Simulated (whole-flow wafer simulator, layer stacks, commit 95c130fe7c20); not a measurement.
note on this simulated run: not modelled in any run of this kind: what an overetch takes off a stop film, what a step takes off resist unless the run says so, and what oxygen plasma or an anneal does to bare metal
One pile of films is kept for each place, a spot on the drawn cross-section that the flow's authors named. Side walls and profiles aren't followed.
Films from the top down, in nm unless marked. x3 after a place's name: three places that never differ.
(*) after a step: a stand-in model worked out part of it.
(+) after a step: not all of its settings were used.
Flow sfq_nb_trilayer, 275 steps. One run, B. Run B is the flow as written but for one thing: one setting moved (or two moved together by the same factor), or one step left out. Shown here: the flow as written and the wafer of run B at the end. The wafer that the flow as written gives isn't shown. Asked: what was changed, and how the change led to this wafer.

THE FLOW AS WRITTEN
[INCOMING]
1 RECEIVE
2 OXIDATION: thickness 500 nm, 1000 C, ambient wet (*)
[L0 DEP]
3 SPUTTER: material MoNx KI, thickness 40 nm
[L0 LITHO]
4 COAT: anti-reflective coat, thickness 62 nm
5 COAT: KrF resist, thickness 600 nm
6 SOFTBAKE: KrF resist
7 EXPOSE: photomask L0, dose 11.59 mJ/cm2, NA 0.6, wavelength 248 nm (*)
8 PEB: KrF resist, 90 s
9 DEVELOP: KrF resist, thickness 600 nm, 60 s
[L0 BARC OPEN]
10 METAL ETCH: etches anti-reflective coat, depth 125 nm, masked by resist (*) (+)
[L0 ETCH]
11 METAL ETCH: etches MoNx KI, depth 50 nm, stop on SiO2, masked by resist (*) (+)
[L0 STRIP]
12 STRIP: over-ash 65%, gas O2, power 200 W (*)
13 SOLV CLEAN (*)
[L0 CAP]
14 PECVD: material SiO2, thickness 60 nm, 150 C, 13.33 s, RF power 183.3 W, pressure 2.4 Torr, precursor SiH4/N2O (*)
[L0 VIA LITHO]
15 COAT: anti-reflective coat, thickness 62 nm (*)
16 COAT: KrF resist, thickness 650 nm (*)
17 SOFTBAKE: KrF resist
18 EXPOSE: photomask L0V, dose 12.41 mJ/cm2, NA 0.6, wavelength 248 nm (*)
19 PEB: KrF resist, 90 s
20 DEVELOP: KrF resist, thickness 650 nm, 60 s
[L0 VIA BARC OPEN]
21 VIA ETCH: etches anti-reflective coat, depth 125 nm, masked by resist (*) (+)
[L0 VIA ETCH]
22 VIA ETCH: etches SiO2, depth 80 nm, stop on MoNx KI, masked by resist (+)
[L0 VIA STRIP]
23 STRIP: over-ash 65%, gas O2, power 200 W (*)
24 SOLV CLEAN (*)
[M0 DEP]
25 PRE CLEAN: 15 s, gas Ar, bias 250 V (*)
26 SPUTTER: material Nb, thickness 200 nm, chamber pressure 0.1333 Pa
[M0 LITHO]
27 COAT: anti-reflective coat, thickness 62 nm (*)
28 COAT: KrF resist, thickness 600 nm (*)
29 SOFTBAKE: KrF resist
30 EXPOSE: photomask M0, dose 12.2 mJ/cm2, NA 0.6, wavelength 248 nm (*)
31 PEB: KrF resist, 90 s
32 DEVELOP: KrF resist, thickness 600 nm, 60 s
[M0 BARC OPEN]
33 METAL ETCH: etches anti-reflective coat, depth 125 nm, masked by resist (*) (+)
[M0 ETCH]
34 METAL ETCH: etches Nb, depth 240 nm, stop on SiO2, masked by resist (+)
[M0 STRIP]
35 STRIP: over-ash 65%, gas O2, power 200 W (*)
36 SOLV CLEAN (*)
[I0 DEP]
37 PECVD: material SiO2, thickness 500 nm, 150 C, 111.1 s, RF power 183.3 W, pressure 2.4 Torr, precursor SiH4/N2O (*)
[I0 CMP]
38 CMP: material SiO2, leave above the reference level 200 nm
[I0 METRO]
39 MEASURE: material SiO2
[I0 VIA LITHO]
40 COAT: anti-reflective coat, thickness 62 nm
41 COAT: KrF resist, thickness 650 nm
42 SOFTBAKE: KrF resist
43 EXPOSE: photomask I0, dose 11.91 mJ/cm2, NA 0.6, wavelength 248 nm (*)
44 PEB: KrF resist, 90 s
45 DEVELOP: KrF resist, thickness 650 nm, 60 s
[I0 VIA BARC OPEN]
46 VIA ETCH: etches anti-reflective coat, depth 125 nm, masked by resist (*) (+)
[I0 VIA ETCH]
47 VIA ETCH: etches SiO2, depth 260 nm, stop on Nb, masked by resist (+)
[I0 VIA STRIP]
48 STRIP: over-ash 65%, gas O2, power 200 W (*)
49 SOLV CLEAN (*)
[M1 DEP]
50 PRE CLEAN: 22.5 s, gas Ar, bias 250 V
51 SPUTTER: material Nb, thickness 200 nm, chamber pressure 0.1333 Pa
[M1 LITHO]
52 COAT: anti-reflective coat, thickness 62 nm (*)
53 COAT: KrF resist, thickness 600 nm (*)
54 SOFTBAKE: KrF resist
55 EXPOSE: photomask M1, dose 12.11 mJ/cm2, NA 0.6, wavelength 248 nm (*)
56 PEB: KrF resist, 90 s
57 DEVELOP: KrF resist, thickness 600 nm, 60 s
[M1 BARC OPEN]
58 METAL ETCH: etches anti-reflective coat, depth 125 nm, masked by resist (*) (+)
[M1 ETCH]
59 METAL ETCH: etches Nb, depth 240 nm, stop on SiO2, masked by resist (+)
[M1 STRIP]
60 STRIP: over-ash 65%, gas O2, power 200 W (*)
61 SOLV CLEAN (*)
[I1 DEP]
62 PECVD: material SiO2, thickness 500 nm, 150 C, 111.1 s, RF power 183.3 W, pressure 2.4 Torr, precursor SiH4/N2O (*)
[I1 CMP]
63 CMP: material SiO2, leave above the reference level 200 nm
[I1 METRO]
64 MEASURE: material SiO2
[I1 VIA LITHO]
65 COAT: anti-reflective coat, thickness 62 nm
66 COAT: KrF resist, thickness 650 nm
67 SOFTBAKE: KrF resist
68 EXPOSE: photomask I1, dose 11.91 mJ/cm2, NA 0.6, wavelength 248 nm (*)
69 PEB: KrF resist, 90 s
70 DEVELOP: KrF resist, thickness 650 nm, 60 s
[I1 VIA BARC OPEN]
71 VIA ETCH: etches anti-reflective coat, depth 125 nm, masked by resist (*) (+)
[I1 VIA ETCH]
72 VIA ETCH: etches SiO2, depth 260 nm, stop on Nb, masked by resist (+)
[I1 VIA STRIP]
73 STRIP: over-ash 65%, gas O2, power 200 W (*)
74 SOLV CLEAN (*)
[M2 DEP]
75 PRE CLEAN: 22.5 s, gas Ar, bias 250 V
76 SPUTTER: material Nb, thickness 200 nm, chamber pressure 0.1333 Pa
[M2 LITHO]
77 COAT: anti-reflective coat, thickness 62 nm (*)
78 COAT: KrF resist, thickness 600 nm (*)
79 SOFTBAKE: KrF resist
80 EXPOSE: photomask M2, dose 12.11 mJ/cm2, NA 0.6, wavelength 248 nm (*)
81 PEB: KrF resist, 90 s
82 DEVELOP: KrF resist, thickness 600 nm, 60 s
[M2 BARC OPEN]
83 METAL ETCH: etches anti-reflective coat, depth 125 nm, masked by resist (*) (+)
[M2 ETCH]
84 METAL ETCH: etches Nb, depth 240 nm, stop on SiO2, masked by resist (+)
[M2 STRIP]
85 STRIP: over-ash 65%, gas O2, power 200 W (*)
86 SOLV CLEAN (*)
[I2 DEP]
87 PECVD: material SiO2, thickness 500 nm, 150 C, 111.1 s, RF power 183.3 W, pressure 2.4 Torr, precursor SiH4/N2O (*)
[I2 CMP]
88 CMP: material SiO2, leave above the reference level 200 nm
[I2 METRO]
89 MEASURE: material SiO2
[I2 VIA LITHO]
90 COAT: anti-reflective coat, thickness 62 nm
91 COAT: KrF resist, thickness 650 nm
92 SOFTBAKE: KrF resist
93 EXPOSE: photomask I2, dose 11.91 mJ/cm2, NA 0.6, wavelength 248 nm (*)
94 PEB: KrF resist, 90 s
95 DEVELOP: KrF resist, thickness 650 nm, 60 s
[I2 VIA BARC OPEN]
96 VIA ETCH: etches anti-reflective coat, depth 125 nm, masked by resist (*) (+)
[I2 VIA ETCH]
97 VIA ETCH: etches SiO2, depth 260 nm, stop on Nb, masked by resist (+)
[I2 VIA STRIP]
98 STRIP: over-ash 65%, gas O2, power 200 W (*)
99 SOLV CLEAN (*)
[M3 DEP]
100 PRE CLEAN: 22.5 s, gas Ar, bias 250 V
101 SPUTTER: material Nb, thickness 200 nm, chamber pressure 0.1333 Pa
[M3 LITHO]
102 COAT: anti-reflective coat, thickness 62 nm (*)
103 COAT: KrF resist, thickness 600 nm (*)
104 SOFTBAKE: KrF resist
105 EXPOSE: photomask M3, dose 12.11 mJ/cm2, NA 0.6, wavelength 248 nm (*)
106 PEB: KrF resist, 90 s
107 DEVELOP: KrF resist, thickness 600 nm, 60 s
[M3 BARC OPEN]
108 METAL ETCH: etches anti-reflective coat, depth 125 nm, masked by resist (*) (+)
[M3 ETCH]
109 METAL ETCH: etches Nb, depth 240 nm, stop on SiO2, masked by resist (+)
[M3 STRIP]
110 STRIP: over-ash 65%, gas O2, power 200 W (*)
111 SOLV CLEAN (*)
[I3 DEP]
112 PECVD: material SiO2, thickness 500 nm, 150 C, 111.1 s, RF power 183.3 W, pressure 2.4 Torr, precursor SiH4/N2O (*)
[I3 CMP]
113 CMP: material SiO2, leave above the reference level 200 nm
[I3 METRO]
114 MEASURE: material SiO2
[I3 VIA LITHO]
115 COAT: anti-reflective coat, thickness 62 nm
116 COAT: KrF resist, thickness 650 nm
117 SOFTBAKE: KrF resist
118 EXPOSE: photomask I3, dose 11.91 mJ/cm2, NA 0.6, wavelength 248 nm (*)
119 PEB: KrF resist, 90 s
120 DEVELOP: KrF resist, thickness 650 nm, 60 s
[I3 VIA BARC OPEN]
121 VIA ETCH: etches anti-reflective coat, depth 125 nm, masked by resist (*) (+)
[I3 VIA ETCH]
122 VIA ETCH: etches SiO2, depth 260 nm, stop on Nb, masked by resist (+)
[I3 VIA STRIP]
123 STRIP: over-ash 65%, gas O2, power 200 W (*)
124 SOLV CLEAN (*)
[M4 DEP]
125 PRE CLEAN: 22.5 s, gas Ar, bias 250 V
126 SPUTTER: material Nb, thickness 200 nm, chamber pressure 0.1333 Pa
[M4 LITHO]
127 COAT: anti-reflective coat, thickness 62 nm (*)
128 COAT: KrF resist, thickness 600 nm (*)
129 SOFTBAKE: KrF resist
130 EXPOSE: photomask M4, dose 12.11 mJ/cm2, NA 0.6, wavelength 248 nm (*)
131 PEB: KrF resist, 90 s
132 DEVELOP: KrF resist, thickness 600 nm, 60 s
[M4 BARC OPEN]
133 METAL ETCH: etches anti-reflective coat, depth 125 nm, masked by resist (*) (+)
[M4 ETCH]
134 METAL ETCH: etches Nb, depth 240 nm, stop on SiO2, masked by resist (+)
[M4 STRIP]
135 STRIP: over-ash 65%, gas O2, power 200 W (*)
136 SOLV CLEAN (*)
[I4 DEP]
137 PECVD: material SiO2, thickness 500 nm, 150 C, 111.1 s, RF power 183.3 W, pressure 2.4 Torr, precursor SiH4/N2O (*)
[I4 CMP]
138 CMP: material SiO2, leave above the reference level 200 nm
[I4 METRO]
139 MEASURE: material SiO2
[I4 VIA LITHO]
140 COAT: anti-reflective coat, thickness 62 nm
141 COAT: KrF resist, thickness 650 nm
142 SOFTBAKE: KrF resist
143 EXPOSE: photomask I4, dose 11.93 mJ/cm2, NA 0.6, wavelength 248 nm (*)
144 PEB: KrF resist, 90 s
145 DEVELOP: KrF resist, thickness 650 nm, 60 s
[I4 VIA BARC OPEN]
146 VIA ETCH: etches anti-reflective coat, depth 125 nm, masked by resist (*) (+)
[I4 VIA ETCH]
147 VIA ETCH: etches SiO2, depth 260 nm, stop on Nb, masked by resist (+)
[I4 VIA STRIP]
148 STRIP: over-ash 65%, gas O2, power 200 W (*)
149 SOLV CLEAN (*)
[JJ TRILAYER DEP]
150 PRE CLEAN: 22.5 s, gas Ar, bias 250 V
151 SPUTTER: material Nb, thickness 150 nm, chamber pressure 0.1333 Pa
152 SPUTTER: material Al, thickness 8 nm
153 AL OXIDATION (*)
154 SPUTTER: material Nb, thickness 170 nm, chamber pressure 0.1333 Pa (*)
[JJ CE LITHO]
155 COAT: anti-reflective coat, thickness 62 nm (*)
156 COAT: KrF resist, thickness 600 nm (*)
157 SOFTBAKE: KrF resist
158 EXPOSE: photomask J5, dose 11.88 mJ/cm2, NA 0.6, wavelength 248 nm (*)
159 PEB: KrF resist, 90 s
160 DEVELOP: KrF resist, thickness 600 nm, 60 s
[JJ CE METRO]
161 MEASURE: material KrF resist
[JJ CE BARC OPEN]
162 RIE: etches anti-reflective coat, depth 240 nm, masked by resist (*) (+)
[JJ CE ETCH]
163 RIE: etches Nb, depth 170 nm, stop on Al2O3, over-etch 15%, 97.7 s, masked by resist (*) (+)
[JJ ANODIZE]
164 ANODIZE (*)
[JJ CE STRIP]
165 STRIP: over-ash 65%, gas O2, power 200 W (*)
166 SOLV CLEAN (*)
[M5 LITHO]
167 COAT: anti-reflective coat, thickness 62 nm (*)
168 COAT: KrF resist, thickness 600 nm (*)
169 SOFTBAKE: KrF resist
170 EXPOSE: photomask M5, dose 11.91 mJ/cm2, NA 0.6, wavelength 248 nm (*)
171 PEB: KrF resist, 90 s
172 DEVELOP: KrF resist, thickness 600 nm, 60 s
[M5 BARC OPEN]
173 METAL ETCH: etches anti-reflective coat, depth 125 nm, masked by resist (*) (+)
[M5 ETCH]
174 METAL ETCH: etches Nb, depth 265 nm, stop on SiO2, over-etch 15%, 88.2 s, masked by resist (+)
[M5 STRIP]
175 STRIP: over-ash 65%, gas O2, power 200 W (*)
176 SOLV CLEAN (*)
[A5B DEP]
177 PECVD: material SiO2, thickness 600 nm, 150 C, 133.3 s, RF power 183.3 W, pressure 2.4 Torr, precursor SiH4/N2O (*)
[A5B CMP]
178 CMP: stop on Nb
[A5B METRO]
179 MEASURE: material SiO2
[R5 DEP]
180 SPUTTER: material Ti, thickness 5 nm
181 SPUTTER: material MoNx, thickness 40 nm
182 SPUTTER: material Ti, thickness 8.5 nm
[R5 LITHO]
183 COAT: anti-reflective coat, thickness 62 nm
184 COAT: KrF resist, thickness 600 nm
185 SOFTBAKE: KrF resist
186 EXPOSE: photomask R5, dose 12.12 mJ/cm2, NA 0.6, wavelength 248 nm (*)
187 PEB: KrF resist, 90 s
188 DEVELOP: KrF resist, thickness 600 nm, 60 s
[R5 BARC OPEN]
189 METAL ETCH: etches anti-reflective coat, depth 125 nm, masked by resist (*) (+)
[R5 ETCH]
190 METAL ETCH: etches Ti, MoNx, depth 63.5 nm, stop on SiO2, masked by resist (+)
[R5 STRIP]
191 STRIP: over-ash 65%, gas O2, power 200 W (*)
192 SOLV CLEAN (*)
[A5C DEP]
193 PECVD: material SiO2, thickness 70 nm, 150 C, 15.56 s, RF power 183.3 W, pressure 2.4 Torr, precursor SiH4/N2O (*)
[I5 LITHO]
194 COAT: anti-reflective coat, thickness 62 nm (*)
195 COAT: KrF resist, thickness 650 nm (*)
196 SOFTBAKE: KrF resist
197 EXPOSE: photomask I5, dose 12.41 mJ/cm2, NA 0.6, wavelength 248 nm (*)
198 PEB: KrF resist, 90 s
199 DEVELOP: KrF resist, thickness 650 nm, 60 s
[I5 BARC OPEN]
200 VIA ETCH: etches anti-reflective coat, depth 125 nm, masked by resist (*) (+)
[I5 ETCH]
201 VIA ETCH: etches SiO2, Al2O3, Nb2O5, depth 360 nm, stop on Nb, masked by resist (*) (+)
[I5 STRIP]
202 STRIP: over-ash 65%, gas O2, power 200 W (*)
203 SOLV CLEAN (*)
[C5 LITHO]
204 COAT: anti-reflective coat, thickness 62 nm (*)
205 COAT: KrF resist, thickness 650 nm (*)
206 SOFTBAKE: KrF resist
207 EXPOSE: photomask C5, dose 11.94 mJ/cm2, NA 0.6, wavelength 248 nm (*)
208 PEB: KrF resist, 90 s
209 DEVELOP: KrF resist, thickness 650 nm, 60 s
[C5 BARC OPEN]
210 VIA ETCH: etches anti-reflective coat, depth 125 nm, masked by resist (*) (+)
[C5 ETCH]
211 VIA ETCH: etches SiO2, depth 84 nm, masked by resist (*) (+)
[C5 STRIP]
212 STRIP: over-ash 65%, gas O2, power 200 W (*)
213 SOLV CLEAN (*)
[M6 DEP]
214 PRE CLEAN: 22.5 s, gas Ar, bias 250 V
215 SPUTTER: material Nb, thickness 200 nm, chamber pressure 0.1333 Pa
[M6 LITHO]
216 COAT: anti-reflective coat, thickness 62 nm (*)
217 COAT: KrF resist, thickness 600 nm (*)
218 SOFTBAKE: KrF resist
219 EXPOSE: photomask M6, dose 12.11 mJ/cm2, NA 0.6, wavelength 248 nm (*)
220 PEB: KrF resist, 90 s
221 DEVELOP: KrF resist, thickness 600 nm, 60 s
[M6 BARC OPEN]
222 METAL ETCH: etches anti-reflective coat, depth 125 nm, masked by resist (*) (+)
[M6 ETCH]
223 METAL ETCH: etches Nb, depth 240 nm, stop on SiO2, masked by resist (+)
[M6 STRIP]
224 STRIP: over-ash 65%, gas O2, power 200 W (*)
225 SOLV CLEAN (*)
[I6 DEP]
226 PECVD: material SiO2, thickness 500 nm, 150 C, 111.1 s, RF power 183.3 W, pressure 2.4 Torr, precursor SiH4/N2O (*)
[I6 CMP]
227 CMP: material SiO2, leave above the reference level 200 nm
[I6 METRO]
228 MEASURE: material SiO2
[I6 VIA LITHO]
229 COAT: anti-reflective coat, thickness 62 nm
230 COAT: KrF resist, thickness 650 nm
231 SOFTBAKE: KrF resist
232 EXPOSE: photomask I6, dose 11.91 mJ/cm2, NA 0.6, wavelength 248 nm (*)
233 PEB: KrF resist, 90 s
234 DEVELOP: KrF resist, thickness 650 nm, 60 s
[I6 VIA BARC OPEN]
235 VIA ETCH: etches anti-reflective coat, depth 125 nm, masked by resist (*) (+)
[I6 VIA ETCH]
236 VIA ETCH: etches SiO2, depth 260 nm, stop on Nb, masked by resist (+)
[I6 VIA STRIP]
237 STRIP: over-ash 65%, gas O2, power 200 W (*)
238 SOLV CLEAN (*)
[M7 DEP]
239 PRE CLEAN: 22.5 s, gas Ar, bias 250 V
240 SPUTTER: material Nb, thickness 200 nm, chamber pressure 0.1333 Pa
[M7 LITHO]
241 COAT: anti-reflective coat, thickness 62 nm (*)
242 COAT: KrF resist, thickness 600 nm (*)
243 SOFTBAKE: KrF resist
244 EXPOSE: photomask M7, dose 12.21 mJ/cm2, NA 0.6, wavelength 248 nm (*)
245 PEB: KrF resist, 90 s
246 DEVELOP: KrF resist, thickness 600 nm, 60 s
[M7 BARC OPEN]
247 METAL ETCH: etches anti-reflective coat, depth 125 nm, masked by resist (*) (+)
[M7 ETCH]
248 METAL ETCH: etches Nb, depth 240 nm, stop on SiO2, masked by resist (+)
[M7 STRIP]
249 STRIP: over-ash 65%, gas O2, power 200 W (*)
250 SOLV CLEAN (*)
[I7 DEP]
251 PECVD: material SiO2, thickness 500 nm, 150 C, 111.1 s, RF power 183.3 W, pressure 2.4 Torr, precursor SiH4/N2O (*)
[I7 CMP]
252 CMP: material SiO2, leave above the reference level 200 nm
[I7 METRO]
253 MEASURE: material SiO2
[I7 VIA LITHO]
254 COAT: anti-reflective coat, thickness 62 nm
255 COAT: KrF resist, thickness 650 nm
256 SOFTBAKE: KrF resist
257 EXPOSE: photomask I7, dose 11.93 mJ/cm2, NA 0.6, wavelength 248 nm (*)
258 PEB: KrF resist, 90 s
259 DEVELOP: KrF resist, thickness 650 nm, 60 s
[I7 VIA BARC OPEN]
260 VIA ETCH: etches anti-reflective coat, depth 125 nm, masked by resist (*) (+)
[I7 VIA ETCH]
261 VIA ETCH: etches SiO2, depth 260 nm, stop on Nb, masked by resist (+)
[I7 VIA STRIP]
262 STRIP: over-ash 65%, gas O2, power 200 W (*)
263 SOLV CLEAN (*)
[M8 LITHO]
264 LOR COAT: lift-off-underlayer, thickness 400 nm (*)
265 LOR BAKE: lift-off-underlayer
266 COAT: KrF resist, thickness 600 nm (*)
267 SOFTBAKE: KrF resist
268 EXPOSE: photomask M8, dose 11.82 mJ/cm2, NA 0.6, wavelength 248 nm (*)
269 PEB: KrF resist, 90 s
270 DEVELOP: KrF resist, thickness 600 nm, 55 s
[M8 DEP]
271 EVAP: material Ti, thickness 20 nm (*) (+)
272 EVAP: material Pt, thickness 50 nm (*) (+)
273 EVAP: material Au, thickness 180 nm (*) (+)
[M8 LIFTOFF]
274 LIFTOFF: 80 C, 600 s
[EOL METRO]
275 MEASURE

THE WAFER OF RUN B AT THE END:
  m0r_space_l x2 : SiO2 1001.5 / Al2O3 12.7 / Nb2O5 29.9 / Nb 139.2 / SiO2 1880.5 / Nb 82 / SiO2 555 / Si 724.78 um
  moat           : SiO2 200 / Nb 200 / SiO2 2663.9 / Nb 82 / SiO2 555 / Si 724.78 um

The cause: step 34, METAL ETCH: depth 118 nm was run, where the flow has depth 240 nm.

How the change led to this, step by step:
  34 METAL ETCH: etches Nb, depth 240 nm, stop on SiO2, masked by resist (+)
      moat, m0r_space_l x2: Nb -118 (as written it would be: Nb -200 (all of it))
      field_l, v_sur, via_wl and 100 more: KrF resist -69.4 (as written it would be: KrF resist -141.2)
  35 STRIP: over-ash 65%, gas O2, power 200 W (*)
      p4_fl, p4_fm, p4_w1 and 68 more: KrF resist -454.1 (all of it), anti-reflective coat -62 (all of it) (as written it would be: KrF resist -382.4 (all of it), anti-reflective coat -62 (all of it))
      c5j, ce_r, sp_r, be_r, r_sur, res: KrF resist -460.8 (all of it), anti-reflective coat -63.6 (all of it) (as written it would be: KrF resist -389 (all of it), anti-reflective coat -63.6 (all of it))
      (and at 26 more places)
  37 PECVD: material SiO2, thickness 500 nm, 150 C, 111.1 s, RF power 183.3 W, pressure 2.4 Torr, precursor SiH4/N2O (*)
      moat, m0r_space_l x2: SiO2 +500 (new film) (as written it would be: SiO2 +557.1)
  38 CMP: material SiO2, leave above the reference level 200 nm
      moat, m0r_space_l x2: SiO2 -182 (as written it would be: SiO2 -157.1)
Counting metal films that touch as one body, m0r_space_l x2 has 2 bodies (between them, from the top down: SiO2 1880.5); the flow as written gives 1 body.
Counting metal films that touch as one body, moat has 2 bodies (between them, from the top down: SiO2 2663.9); the flow as written gives 1 body.
